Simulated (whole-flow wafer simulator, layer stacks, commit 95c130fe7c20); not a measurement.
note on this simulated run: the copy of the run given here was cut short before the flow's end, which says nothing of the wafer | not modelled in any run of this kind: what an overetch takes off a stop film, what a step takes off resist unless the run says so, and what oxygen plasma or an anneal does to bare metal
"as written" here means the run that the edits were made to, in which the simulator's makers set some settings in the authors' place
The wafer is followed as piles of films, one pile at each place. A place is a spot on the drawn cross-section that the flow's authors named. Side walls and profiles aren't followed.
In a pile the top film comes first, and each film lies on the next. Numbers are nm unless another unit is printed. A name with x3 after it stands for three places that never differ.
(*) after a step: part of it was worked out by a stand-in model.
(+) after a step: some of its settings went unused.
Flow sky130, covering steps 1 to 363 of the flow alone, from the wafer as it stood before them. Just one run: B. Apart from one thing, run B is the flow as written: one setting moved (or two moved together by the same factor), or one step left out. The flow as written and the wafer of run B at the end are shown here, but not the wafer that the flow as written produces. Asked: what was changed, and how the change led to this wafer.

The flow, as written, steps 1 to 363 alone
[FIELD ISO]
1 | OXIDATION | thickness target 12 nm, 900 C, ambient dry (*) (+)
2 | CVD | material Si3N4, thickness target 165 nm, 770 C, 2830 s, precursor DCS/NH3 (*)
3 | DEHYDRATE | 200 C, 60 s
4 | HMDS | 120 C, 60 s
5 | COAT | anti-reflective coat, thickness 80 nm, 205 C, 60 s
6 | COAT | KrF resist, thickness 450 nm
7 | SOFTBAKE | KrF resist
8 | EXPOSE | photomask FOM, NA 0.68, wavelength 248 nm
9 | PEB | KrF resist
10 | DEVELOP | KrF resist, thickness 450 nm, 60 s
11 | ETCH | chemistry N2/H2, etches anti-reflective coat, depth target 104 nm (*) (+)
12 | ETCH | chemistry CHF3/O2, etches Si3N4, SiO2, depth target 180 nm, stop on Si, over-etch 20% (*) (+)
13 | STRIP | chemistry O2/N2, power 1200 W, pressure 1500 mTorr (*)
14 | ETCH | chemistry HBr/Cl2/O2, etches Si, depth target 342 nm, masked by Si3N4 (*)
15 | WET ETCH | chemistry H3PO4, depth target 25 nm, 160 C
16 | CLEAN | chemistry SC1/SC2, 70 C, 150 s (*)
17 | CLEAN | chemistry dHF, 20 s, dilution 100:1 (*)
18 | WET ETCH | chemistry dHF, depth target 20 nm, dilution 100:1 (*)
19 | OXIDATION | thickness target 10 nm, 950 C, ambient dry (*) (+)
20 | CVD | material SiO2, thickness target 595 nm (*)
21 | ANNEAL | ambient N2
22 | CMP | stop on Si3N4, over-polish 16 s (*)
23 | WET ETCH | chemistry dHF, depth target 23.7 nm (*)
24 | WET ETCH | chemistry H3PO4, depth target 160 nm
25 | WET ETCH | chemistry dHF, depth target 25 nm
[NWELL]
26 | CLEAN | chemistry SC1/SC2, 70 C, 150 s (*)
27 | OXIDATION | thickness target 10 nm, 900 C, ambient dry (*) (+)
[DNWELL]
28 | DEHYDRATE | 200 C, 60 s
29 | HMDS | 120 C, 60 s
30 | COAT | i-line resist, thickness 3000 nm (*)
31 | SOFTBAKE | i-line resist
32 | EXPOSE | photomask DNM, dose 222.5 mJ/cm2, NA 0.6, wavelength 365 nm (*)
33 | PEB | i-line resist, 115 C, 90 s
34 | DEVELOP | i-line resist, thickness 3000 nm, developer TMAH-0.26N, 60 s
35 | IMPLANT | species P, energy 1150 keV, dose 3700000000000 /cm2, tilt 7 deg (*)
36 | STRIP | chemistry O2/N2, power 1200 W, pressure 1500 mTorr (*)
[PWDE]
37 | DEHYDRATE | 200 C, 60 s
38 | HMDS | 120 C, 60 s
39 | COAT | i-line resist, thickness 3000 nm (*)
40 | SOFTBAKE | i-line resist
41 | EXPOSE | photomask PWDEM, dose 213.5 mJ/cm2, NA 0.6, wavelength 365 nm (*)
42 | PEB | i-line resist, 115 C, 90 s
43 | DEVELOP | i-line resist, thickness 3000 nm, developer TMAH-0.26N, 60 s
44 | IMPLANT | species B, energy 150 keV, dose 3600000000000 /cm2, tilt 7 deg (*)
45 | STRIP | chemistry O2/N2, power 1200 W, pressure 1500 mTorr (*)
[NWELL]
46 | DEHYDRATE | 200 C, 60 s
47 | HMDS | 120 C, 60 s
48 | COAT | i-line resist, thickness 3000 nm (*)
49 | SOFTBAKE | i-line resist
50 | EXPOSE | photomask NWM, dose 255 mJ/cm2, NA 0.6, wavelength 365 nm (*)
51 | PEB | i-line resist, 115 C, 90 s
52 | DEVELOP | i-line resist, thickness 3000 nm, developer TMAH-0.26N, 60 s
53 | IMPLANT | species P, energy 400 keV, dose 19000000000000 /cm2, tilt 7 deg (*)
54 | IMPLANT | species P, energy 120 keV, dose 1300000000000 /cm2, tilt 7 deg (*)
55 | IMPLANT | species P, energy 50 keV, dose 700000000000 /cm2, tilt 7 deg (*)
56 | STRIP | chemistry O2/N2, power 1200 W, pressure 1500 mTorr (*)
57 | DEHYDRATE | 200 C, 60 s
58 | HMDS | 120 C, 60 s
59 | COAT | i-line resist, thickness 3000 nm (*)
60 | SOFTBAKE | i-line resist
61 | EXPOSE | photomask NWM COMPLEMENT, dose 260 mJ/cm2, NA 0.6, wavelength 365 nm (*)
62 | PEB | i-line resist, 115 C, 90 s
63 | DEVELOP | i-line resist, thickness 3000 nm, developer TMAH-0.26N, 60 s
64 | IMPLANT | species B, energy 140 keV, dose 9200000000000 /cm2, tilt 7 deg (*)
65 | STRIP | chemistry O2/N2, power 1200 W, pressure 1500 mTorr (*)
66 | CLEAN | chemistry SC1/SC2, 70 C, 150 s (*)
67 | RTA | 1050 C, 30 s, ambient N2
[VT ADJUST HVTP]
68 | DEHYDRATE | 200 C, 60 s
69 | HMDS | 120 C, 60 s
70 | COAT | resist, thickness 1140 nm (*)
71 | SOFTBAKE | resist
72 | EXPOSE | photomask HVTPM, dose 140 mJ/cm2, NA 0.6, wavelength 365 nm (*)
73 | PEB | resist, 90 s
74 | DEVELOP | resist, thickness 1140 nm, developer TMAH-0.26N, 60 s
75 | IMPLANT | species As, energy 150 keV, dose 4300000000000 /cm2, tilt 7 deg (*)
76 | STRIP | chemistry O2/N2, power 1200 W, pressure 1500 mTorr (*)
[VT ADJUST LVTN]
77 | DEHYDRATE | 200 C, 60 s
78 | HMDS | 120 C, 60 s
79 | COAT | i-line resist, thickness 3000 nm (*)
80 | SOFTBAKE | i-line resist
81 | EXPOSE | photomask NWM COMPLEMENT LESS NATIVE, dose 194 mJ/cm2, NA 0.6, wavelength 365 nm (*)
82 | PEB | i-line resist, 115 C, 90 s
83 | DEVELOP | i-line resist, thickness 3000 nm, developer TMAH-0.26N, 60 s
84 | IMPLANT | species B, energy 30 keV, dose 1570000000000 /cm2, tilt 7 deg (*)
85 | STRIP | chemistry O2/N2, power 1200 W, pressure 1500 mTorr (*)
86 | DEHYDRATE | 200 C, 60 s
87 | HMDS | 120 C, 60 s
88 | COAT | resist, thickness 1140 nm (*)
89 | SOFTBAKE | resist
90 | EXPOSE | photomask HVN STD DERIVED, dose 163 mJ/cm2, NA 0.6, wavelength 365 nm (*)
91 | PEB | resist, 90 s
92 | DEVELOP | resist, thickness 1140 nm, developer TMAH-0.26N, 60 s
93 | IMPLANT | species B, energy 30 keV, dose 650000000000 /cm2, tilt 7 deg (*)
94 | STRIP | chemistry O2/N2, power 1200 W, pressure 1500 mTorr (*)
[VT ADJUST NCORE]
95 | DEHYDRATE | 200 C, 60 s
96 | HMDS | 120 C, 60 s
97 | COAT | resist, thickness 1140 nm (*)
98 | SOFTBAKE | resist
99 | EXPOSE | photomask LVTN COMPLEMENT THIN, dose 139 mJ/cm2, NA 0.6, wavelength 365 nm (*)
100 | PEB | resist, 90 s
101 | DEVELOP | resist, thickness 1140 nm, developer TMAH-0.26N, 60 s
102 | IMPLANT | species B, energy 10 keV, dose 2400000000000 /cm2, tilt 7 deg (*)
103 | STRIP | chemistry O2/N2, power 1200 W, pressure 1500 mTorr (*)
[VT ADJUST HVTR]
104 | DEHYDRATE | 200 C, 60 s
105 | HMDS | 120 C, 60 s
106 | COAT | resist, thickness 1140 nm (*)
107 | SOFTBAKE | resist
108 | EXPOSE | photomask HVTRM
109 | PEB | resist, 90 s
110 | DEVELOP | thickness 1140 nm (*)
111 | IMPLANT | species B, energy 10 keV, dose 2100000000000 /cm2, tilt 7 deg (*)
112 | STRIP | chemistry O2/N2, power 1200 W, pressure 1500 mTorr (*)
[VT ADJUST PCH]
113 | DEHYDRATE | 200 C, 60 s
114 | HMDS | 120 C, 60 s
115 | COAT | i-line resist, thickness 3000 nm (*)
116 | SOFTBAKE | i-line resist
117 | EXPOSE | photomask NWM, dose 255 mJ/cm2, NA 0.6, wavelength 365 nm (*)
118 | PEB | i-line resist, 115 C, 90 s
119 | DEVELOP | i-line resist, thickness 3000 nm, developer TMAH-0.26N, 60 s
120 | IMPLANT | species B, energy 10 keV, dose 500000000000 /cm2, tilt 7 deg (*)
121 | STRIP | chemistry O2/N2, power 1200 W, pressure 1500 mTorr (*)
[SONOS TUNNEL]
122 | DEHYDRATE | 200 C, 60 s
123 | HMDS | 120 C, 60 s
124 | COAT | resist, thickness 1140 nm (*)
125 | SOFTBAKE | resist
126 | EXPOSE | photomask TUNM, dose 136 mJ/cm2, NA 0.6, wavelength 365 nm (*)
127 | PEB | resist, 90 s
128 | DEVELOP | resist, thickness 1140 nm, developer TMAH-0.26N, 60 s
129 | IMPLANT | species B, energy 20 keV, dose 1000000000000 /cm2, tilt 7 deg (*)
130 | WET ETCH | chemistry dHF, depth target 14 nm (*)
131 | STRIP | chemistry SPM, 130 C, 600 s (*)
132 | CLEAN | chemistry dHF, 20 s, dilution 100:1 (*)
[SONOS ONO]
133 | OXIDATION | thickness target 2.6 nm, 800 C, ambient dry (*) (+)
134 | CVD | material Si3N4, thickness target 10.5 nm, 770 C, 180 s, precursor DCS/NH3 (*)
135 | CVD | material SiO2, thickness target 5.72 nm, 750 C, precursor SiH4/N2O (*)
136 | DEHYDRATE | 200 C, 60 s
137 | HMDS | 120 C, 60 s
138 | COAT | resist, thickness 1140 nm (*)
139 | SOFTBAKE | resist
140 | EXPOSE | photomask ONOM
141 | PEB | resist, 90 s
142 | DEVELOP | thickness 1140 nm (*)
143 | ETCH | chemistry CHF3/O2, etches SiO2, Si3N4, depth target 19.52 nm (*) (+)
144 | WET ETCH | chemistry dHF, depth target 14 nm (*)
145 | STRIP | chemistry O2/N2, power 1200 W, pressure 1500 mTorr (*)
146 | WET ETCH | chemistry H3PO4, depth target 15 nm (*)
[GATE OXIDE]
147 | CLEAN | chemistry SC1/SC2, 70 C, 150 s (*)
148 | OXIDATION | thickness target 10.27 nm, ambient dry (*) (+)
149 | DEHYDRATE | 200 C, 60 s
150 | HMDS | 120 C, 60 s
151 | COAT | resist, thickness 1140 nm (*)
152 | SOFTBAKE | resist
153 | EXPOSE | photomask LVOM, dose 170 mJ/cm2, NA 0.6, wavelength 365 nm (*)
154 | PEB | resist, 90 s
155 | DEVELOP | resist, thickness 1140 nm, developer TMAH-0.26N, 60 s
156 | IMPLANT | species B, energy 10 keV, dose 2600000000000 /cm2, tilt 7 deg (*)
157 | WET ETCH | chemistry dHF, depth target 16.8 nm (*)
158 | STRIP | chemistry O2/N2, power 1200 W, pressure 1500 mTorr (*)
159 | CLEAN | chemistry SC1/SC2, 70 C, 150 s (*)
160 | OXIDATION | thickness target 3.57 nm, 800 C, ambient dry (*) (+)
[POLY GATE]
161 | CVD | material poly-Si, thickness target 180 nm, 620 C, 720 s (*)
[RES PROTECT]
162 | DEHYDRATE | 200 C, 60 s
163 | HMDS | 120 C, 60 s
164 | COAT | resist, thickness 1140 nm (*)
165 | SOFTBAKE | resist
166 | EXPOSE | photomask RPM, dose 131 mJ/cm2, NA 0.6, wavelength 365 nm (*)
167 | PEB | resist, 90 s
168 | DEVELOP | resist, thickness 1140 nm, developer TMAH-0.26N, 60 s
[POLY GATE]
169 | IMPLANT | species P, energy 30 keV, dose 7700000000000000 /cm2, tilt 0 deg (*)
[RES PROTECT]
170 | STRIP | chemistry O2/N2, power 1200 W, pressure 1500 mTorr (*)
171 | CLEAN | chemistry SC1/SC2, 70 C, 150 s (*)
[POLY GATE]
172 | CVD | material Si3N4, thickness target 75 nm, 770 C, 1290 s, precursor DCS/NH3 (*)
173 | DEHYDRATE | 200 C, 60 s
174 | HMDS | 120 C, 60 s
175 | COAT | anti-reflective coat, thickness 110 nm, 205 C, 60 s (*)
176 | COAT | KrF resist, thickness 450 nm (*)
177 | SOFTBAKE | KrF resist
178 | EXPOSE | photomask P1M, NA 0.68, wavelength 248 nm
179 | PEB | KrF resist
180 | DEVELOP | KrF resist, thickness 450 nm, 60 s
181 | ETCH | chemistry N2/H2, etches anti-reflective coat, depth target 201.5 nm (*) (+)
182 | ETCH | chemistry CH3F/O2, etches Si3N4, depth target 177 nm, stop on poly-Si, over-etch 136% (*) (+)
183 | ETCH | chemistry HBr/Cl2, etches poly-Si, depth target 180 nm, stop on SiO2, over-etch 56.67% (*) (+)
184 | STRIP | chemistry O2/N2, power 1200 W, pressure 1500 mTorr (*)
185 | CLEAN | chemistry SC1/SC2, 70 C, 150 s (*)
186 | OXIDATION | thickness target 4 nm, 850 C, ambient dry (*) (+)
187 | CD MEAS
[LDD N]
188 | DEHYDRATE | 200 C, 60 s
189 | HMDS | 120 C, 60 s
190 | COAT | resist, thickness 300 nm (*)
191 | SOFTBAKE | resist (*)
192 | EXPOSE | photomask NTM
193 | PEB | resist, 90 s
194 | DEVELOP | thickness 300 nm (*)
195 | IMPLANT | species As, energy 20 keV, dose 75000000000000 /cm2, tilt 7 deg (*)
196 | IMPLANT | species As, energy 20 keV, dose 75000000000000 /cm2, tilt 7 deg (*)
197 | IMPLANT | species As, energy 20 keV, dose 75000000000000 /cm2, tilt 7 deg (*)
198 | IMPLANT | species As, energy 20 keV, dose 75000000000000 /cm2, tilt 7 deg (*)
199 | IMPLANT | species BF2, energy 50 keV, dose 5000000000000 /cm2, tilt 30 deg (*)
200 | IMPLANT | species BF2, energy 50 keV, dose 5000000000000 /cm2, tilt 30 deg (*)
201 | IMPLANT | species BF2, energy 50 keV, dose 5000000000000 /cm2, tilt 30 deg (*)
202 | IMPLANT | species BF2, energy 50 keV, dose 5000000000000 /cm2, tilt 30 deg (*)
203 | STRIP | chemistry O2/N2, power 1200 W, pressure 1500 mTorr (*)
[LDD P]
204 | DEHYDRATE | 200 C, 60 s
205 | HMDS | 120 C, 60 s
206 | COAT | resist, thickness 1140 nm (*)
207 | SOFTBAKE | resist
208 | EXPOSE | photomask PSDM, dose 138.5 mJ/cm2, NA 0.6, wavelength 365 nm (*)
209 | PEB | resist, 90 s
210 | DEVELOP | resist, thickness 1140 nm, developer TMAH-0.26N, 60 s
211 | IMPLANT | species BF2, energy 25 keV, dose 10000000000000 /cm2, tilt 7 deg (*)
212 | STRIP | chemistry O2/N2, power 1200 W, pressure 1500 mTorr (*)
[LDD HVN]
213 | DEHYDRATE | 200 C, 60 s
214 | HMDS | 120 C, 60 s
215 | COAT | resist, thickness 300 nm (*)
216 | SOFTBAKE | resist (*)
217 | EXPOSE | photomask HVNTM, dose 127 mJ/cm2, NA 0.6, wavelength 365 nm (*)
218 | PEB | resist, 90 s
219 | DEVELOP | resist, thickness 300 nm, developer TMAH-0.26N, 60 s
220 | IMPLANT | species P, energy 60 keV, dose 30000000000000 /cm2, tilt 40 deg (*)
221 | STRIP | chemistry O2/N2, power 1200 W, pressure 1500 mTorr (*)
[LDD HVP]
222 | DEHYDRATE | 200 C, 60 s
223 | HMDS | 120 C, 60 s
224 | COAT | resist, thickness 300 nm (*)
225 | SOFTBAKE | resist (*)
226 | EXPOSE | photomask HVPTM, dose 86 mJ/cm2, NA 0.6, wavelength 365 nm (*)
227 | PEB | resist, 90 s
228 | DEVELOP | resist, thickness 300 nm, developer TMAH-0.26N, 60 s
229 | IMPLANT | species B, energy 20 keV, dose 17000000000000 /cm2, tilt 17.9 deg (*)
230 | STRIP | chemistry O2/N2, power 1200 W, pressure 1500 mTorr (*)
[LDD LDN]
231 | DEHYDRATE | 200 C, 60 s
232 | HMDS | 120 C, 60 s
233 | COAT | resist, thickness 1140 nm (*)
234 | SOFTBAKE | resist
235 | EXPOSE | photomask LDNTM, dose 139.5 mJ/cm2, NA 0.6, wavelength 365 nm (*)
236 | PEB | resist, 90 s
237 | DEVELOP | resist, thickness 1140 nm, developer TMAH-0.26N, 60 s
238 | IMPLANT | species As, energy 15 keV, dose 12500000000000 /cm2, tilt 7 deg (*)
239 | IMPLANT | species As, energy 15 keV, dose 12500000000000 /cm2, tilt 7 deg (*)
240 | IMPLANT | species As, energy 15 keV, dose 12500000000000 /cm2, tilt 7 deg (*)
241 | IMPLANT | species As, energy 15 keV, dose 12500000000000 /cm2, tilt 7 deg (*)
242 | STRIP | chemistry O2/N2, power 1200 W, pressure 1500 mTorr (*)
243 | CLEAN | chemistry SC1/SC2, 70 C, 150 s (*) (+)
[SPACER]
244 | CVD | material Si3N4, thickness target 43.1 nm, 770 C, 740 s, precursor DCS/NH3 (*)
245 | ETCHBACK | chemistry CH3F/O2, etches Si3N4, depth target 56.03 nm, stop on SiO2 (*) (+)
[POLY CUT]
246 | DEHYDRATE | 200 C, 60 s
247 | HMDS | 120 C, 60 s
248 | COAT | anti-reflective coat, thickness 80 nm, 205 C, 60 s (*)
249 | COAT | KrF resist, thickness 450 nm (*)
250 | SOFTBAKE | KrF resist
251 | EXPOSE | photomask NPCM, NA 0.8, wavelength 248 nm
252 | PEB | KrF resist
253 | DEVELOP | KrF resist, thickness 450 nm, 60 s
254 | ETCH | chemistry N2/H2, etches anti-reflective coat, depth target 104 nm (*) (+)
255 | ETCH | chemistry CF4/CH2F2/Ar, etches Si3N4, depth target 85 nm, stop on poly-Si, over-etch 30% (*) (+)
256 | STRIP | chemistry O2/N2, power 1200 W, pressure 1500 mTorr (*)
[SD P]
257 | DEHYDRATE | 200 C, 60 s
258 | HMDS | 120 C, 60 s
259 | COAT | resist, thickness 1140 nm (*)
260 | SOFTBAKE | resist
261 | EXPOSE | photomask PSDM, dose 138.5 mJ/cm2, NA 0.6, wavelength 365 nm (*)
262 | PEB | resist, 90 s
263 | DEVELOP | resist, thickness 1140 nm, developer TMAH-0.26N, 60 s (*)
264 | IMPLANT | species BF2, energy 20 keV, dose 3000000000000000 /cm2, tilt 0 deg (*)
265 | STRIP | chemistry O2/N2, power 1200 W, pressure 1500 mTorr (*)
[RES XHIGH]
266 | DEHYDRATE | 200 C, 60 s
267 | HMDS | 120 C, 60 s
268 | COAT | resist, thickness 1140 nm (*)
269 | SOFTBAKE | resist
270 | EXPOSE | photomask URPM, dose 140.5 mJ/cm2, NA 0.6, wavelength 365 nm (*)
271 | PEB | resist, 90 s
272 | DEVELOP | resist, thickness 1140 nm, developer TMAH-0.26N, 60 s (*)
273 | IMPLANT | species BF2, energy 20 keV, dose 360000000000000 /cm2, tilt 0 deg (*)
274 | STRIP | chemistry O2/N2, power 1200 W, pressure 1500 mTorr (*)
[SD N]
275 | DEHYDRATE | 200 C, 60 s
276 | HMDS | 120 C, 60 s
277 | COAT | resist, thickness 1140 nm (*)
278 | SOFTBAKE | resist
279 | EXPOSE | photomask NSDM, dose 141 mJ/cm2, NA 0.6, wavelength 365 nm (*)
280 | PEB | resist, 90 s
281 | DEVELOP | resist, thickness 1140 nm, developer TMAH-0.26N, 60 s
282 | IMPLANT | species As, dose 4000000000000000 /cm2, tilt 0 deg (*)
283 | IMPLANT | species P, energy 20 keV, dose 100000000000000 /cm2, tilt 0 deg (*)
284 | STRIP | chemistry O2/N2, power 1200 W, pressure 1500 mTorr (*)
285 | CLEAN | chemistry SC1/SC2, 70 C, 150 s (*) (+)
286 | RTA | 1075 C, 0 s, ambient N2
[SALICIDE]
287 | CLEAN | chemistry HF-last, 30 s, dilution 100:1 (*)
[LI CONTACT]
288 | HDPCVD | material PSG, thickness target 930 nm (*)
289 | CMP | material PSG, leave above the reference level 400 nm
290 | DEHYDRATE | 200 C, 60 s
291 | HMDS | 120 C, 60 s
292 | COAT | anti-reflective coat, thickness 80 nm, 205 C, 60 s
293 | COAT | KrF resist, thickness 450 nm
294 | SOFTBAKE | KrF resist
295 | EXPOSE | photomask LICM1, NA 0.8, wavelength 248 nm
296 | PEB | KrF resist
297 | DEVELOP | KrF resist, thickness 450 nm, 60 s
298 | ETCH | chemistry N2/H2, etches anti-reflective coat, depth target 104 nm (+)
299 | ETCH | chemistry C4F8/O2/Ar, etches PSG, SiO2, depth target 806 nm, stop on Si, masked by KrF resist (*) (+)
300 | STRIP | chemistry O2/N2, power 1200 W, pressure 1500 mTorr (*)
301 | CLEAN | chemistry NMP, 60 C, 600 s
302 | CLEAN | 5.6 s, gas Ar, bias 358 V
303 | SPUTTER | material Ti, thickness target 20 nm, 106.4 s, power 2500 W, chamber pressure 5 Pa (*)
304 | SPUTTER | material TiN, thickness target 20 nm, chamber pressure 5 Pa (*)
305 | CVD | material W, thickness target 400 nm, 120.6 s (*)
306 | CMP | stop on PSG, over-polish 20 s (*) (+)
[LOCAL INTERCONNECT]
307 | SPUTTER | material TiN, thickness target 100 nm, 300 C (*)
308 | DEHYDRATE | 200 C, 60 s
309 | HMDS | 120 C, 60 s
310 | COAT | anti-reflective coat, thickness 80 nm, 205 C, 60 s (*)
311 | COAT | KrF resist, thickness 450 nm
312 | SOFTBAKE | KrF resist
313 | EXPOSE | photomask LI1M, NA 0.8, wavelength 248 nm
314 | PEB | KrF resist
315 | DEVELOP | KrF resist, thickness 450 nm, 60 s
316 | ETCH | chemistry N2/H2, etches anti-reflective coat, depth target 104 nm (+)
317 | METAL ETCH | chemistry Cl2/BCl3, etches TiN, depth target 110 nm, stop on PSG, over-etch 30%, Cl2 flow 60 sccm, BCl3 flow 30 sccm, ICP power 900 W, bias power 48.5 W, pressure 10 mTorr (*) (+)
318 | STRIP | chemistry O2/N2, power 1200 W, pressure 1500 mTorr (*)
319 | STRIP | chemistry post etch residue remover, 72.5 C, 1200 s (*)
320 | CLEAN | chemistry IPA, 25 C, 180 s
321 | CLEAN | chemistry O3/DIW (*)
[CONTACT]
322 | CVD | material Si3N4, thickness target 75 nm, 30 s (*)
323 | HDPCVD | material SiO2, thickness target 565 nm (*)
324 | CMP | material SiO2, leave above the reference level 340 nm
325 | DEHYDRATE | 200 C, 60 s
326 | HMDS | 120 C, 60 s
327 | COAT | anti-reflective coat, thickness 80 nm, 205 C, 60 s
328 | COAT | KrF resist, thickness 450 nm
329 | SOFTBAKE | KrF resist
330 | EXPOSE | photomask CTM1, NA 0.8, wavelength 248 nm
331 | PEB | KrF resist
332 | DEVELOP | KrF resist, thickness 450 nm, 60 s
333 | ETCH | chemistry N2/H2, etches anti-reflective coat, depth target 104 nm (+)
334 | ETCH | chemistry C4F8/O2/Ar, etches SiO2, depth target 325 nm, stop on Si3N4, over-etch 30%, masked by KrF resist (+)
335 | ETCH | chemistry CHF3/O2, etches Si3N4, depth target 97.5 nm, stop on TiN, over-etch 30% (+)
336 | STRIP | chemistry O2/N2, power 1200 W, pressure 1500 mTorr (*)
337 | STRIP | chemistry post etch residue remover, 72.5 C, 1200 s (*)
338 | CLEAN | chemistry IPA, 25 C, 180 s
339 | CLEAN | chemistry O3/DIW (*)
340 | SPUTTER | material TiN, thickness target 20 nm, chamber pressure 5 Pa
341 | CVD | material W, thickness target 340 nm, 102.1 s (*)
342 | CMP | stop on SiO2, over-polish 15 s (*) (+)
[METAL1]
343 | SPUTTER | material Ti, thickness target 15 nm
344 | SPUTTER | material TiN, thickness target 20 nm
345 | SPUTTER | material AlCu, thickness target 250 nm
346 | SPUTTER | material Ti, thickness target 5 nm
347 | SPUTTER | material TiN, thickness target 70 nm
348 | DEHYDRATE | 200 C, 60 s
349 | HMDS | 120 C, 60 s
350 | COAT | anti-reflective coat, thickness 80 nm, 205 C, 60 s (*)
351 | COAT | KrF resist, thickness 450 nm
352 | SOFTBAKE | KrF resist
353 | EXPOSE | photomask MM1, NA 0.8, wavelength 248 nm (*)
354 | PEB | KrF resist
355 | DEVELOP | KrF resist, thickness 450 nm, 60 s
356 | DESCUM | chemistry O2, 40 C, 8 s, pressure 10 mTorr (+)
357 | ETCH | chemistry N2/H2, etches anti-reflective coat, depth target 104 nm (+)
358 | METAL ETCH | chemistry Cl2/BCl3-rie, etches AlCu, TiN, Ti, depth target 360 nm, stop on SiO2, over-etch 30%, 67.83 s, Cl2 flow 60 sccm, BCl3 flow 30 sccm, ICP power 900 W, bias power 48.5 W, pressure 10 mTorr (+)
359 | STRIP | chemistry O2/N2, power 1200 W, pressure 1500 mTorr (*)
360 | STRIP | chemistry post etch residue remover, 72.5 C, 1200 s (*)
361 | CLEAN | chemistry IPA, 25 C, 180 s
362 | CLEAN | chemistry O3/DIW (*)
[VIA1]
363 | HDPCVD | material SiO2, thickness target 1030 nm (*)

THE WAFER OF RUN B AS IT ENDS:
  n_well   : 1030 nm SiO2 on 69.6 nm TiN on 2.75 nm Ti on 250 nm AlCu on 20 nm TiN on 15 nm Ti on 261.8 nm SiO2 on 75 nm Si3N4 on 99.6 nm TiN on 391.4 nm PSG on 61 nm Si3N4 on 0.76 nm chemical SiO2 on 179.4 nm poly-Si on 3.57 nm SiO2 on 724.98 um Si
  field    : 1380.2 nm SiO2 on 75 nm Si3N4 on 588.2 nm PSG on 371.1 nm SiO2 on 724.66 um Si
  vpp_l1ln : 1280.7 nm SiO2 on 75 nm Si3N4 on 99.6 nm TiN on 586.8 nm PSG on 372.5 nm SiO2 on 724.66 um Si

Cause: step 346, SPUTTER: thickness target 2.75 nm was run, whereas the flow has thickness target 5 nm.
The wafer itself shows it: n_well has Ti 2.75, and step 346 as written asks for 5 nm.

How this came from the change, step by step:
  346 | SPUTTER | material Ti, thickness target 5 nm
      field, active, n_well and 188 more: +2.75 Ti (new film) (in the flow as written it would be: +5 Ti (new film))
  358 | METAL ETCH | chemistry Cl2/BCl3-rie, etches AlCu, TiN, Ti, depth target 360 nm, stop on SiO2, over-etch 30%, 67.83 s, Cl2 flow 60 sccm, BCl3 flow 30 sccm, ICP power 900 W, bias power 48.5 W, pressure 10 mTorr (+)
      field, active, gate and 81 more: -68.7 TiN (all of it), -2.75 Ti (all of it), -250 AlCu (all of it), -20 TiN (all of it), -15 Ti (all of it), -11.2 SiO2 (in the flow as written it would be: -68.7 TiN (all of it), -5 Ti (all of it), -250 AlCu (all of it), -20 TiN (all of it), -15 Ti (all of it), -10.9 SiO2)
